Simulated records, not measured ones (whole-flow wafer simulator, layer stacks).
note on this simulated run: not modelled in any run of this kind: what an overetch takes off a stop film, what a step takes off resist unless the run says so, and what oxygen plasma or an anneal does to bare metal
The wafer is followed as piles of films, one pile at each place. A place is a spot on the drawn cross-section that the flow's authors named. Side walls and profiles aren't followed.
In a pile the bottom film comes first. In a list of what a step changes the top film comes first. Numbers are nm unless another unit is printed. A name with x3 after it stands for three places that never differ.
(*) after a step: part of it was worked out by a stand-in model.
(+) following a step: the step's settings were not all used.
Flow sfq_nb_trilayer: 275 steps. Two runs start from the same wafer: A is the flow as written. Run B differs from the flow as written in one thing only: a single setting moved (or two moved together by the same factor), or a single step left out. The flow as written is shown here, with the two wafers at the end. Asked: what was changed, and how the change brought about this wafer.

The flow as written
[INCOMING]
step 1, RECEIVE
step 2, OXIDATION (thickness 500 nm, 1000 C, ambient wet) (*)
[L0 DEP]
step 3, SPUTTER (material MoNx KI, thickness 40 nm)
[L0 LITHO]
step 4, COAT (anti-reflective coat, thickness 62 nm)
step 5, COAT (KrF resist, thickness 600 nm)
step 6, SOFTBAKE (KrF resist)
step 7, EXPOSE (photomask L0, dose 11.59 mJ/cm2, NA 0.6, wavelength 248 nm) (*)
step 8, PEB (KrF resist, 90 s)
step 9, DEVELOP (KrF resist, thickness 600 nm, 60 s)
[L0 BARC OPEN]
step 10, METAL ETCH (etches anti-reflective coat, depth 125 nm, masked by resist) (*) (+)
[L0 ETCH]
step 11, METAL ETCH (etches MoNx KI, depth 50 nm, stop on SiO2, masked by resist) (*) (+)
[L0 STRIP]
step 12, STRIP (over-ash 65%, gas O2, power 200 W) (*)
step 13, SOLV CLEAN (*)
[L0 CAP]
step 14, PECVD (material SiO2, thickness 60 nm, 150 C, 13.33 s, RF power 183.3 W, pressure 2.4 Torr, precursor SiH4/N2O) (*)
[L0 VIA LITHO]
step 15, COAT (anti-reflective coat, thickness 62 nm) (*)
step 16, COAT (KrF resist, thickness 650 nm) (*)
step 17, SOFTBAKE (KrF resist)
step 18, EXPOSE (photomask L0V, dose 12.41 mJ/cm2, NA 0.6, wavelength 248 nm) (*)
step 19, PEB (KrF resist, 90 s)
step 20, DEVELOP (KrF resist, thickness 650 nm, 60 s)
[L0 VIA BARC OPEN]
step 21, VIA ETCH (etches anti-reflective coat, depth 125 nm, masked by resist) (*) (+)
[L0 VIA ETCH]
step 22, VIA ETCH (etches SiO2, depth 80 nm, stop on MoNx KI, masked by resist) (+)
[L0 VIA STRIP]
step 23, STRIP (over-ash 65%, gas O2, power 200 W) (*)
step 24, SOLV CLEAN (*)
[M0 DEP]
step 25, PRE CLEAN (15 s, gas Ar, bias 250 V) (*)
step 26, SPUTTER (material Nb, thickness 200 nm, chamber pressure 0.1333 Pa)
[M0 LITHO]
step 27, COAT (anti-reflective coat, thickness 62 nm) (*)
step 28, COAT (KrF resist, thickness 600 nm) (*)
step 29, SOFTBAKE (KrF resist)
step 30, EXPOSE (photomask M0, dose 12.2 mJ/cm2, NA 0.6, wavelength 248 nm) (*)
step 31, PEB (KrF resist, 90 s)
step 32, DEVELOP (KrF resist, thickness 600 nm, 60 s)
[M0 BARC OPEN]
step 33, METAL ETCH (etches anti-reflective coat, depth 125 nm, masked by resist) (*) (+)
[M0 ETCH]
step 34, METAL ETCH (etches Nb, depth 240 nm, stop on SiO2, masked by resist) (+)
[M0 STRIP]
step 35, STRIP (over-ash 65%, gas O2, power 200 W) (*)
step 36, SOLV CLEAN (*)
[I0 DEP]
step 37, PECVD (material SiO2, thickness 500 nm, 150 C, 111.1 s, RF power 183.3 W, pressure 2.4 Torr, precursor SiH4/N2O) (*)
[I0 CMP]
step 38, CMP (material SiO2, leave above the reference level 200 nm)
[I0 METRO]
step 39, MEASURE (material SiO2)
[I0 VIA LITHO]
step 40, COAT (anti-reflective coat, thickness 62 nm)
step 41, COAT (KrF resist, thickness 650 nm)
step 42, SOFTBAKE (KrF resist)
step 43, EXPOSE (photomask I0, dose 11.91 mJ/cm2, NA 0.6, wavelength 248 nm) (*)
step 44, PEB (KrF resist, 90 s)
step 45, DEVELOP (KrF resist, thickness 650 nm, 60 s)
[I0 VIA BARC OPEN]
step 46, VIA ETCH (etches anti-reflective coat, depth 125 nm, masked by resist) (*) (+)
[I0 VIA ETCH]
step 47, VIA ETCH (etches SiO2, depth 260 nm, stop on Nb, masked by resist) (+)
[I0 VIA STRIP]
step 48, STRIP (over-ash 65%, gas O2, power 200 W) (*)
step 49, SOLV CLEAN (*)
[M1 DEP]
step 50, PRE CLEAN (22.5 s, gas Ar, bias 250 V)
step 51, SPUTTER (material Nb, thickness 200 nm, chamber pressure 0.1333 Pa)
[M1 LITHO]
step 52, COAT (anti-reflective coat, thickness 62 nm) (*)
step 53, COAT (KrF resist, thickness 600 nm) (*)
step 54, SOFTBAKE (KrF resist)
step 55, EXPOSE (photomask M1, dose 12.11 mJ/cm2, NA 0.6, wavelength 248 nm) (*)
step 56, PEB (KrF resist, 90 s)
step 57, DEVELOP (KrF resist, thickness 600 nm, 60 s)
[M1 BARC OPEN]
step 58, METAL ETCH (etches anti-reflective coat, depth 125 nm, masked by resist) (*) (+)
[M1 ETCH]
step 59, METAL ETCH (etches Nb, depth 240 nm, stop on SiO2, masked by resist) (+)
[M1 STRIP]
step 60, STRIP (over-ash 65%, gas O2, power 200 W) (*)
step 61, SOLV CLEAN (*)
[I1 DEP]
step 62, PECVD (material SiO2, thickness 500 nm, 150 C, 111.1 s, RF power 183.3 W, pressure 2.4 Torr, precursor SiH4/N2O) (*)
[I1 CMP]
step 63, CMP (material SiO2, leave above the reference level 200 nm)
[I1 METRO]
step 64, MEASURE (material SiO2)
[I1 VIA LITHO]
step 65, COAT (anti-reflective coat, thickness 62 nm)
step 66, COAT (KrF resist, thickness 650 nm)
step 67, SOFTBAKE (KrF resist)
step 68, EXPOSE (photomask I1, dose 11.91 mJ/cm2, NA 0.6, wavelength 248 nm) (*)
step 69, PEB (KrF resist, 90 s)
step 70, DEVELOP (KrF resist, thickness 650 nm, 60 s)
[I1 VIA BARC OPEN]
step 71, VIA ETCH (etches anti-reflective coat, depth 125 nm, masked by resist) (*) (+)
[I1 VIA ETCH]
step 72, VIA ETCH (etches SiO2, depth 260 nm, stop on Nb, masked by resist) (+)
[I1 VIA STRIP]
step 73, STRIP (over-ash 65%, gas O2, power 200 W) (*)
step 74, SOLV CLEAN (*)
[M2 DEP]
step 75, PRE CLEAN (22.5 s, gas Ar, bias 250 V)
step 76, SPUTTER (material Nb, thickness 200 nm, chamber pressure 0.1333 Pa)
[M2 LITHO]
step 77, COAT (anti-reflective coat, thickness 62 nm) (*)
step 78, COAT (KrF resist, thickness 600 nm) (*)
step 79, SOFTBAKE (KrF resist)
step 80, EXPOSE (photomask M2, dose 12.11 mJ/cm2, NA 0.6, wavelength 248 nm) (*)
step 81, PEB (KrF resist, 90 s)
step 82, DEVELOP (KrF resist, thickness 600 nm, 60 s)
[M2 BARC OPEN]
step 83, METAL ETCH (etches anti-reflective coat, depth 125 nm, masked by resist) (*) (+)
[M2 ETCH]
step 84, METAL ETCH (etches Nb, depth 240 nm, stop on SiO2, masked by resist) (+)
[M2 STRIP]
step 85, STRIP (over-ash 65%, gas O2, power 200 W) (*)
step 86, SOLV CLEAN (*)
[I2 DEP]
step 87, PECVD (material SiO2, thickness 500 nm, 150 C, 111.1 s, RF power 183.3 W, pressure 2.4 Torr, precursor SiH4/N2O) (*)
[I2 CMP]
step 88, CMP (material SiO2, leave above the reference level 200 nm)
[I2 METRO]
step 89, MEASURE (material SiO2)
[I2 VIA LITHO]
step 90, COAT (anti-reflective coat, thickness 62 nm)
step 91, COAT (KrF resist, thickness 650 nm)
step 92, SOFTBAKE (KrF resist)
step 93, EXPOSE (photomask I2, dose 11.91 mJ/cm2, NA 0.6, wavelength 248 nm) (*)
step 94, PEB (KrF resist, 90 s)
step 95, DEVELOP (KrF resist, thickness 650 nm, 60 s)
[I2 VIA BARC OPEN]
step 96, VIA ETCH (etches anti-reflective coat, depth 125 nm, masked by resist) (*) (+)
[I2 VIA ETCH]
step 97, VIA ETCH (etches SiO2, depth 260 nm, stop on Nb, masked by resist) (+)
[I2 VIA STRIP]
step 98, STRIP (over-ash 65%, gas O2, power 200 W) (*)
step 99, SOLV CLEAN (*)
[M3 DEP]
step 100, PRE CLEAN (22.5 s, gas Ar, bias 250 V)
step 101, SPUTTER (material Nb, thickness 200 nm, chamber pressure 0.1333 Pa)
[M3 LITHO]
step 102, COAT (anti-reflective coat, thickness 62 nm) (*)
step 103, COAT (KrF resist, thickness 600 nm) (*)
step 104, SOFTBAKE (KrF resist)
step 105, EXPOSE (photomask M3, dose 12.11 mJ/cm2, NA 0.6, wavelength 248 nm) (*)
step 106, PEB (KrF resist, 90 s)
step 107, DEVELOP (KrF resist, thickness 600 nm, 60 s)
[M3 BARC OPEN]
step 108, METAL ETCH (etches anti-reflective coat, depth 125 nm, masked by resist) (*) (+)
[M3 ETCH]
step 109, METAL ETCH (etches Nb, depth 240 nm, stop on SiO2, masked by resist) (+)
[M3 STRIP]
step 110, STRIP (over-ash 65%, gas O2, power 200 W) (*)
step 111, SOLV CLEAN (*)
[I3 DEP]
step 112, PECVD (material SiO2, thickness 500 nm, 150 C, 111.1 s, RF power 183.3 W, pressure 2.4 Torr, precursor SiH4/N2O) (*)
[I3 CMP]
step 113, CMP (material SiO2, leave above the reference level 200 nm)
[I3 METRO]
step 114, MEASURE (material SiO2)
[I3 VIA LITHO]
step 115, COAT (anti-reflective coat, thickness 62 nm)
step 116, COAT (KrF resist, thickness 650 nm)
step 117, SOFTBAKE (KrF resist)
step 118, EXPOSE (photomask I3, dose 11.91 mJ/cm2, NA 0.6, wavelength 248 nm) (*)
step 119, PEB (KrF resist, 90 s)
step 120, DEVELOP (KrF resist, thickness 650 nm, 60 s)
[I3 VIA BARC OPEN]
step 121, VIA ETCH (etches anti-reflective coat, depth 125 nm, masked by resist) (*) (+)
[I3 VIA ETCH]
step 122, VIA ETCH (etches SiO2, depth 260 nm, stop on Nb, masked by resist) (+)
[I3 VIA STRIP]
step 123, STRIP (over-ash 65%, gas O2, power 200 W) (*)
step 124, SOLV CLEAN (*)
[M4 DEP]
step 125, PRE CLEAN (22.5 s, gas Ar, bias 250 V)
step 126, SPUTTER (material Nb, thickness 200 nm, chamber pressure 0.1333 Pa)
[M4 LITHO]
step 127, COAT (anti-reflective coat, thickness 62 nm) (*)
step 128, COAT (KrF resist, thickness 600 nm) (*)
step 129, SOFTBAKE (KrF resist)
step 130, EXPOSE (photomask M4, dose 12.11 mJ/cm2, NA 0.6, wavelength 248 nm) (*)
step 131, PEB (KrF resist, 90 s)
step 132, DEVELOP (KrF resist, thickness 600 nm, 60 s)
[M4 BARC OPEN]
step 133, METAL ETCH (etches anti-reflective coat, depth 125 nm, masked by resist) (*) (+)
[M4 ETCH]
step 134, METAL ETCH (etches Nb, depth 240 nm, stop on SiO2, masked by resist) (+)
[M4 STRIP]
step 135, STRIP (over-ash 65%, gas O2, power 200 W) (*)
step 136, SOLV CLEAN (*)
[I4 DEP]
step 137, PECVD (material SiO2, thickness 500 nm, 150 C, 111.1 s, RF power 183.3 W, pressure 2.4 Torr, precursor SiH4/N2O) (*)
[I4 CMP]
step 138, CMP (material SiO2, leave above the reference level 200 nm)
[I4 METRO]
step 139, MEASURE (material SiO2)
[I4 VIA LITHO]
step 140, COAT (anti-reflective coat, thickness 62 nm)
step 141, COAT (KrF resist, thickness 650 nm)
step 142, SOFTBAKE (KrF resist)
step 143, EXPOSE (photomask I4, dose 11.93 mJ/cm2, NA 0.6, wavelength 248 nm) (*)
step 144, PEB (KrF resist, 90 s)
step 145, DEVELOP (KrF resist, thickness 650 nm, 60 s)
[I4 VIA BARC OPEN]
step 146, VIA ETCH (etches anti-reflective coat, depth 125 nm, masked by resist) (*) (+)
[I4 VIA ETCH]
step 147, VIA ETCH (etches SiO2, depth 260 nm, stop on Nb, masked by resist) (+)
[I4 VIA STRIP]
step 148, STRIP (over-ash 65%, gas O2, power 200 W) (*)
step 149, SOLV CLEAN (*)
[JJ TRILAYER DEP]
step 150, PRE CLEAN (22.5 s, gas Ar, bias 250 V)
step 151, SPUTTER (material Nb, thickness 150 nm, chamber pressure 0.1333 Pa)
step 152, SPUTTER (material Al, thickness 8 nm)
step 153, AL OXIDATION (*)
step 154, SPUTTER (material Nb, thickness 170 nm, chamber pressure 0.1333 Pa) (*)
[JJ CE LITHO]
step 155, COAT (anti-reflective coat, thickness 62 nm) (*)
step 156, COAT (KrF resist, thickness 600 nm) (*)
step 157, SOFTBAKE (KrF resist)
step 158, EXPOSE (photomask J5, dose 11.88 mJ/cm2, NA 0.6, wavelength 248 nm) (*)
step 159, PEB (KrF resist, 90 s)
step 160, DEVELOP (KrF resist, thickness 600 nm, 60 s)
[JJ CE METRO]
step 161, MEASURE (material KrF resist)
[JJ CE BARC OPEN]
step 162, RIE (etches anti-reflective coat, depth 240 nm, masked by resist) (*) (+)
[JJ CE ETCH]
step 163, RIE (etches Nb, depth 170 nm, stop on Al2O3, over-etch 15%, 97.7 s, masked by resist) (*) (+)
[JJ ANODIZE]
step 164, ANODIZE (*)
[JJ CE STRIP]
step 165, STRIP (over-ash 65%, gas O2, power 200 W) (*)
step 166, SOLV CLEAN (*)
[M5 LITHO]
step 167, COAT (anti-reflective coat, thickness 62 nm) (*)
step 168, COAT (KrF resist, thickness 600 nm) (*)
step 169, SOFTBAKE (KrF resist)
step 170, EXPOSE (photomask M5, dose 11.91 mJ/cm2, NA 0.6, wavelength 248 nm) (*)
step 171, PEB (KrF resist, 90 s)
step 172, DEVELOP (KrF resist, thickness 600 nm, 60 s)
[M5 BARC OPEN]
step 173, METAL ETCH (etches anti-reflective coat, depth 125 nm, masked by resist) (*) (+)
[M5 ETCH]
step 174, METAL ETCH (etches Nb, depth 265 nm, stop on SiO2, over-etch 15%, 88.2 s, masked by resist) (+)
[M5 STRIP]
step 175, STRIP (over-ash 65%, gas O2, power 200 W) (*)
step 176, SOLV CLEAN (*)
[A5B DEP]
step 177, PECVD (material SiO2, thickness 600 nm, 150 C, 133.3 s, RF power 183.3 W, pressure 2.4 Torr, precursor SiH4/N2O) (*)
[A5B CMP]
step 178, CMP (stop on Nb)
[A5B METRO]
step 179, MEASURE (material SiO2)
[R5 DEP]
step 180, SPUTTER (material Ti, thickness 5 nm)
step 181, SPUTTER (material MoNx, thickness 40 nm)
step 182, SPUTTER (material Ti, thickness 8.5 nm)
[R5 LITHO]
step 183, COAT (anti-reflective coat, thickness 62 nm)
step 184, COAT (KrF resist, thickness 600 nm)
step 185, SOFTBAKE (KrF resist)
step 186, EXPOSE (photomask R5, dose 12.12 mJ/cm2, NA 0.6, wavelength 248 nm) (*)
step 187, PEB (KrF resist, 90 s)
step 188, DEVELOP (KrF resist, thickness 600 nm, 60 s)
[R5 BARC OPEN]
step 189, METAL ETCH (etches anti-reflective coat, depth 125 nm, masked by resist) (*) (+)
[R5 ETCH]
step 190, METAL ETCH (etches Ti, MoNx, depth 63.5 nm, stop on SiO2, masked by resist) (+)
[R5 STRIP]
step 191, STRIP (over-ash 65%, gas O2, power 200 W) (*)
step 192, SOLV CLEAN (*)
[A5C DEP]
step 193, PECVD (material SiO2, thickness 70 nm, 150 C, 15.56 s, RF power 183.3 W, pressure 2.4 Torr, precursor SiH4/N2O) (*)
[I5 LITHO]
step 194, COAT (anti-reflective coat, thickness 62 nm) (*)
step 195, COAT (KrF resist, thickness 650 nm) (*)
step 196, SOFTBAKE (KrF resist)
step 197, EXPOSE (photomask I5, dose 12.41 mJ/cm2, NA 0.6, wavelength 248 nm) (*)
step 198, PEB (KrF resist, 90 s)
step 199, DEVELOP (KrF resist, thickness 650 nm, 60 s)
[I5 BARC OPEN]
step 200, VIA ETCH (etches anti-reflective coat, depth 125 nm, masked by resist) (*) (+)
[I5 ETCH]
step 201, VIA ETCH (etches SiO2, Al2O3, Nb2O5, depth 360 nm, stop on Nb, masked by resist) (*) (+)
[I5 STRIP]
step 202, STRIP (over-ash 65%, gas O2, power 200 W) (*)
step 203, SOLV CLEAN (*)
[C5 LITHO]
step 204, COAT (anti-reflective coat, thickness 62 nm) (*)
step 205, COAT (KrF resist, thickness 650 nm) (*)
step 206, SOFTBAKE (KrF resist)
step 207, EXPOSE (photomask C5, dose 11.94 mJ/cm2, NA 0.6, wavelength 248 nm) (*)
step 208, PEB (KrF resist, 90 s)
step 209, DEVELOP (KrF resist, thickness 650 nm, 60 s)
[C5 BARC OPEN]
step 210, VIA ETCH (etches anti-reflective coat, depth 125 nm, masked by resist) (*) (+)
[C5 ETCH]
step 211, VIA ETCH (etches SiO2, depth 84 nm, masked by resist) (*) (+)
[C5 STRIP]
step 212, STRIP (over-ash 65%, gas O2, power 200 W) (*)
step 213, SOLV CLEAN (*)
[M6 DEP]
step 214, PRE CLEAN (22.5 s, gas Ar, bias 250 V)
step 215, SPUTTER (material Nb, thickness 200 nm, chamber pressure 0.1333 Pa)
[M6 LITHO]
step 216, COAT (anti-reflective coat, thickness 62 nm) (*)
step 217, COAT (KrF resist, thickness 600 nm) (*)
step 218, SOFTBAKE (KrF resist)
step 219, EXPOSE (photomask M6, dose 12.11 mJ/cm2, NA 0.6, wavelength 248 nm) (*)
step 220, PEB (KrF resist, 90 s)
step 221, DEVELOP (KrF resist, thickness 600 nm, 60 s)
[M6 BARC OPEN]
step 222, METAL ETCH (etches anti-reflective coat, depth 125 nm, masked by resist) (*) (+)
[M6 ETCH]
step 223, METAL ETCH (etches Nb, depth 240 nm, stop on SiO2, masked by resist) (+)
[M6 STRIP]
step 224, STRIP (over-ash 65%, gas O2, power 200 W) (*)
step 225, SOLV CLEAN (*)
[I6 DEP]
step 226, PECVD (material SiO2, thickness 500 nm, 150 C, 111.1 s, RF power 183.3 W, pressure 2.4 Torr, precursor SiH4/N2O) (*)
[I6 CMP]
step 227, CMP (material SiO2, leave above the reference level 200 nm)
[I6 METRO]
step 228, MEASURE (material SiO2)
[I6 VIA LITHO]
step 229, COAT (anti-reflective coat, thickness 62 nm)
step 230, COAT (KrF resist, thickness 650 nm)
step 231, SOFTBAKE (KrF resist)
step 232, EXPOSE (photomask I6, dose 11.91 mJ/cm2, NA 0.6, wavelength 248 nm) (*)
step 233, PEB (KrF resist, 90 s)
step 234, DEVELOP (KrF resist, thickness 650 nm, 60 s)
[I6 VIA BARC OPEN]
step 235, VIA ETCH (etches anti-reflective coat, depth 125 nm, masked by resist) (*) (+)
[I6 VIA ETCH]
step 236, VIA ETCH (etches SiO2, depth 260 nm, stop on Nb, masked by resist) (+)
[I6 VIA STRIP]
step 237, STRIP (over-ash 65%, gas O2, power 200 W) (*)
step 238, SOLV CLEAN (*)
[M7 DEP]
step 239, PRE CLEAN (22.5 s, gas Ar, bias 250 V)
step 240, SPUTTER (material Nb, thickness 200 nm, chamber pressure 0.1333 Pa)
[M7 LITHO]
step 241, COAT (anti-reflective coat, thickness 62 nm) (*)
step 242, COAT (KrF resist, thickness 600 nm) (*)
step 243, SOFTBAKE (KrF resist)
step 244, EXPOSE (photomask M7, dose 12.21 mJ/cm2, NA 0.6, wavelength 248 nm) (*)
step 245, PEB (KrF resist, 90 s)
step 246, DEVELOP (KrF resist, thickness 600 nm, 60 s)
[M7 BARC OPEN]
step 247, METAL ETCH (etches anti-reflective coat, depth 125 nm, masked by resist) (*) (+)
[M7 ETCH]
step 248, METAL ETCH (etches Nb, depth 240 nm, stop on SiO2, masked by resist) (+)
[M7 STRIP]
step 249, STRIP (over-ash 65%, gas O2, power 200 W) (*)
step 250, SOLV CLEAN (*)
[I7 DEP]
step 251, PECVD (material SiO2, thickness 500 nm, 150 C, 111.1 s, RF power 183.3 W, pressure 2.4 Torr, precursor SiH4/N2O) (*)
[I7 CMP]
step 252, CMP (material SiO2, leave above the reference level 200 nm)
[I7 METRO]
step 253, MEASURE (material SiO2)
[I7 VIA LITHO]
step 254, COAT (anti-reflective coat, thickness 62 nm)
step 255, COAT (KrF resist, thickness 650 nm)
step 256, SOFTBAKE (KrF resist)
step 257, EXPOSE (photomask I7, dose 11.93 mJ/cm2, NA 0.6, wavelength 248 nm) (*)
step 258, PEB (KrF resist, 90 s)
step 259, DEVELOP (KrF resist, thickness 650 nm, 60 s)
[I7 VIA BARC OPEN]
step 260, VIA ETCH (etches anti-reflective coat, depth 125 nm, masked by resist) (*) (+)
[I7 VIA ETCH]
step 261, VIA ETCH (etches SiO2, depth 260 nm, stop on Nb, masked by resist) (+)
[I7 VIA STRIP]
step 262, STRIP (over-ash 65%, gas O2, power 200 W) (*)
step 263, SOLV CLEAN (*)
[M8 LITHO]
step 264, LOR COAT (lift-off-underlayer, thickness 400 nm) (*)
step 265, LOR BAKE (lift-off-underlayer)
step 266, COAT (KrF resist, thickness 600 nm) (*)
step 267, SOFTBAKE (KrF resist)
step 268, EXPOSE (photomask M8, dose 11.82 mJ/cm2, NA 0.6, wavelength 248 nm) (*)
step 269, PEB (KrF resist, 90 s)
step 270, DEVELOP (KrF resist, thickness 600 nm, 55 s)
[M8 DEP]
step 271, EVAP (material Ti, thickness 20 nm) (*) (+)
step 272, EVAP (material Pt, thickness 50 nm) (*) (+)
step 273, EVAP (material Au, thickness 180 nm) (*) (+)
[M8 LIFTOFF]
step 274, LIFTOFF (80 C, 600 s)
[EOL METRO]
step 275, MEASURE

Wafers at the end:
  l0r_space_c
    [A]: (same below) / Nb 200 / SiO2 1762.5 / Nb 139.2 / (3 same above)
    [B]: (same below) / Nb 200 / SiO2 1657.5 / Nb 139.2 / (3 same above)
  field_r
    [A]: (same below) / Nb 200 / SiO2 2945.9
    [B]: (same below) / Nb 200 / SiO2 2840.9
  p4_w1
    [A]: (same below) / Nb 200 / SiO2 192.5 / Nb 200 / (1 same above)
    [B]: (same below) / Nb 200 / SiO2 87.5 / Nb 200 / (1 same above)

What caused this: step 113, CMP: leave above the reference level 95 nm was run, whereas the flow has leave above the reference level 200 nm.

The path from the change to this, step by step:
  step 113, CMP (material SiO2, leave above the reference level 200 nm)
      field_l, be, be_sur and 64 more: A SiO2 loses 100 | B SiO2 loses 205
      v_sur, via_wl, via_wr and 27 more: A SiO2 loses 300 | B SiO2 loses 405
      (as well as at 9 more places)
  step 122, VIA ETCH (etches SiO2, depth 260 nm, stop on Nb, masked by resist) (+)
      field_l, v_sur, via_wl and 102 more: A KrF resist loses 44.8 | B KrF resist loses 24.5
      via_v: A SiO2 loses 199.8 (all of it) | B SiO2 loses 94.8 (all of it)
  step 123, STRIP (over-ash 65%, gas O2, power 200 W) (*)
      field_l, v_sur, via_wl and 102 more: A KrF resist loses 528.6 (all of it), anti-reflective coat loses 62 (all of it) | B KrF resist loses 548.9 (all of it), anti-reflective coat loses 62 (all of it)
  step 126, SPUTTER (material Nb, thickness 200 nm, chamber pressure 0.1333 Pa)
      via_v: A Nb gains 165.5 | B Nb gains 189
  step 127, COAT (anti-reflective coat, thickness 62 nm) (*)
      via_v: A anti-reflective coat gains 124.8 (new film) | B anti-reflective coat gains 102.6 (new film)
  step 128, COAT (KrF resist, thickness 600 nm) (*)
      via_v: A KrF resist gains 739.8 (new film) | B KrF resist gains 650.1 (new film)
  step 135, STRIP (over-ash 65%, gas O2, power 200 W) (*)
      via_sp: A KrF resist loses 373.9 (all of it), anti-reflective coat loses 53 (all of it) | B KrF resist loses 382.6 (all of it), anti-reflective coat loses 52.9 (all of it)
      via_v: A KrF resist loses 521.8 (all of it), anti-reflective coat loses 124.8 (all of it) | B KrF resist loses 432.4 (all of it), anti-reflective coat loses 102.6 (all of it)
      (as well as at 1 more place)
  step 137, PECVD (material SiO2, thickness 500 nm, 150 C, 111.1 s, RF power 183.3 W, pressure 2.4 Torr, precursor SiH4/N2O) (*)
      via_v: A SiO2 gains 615 (new film) | B SiO2 gains 500 (new film)
  step 138, CMP (material SiO2, leave above the reference level 200 nm)
      via_v: A SiO2 loses 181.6 | B SiO2 loses 195.1
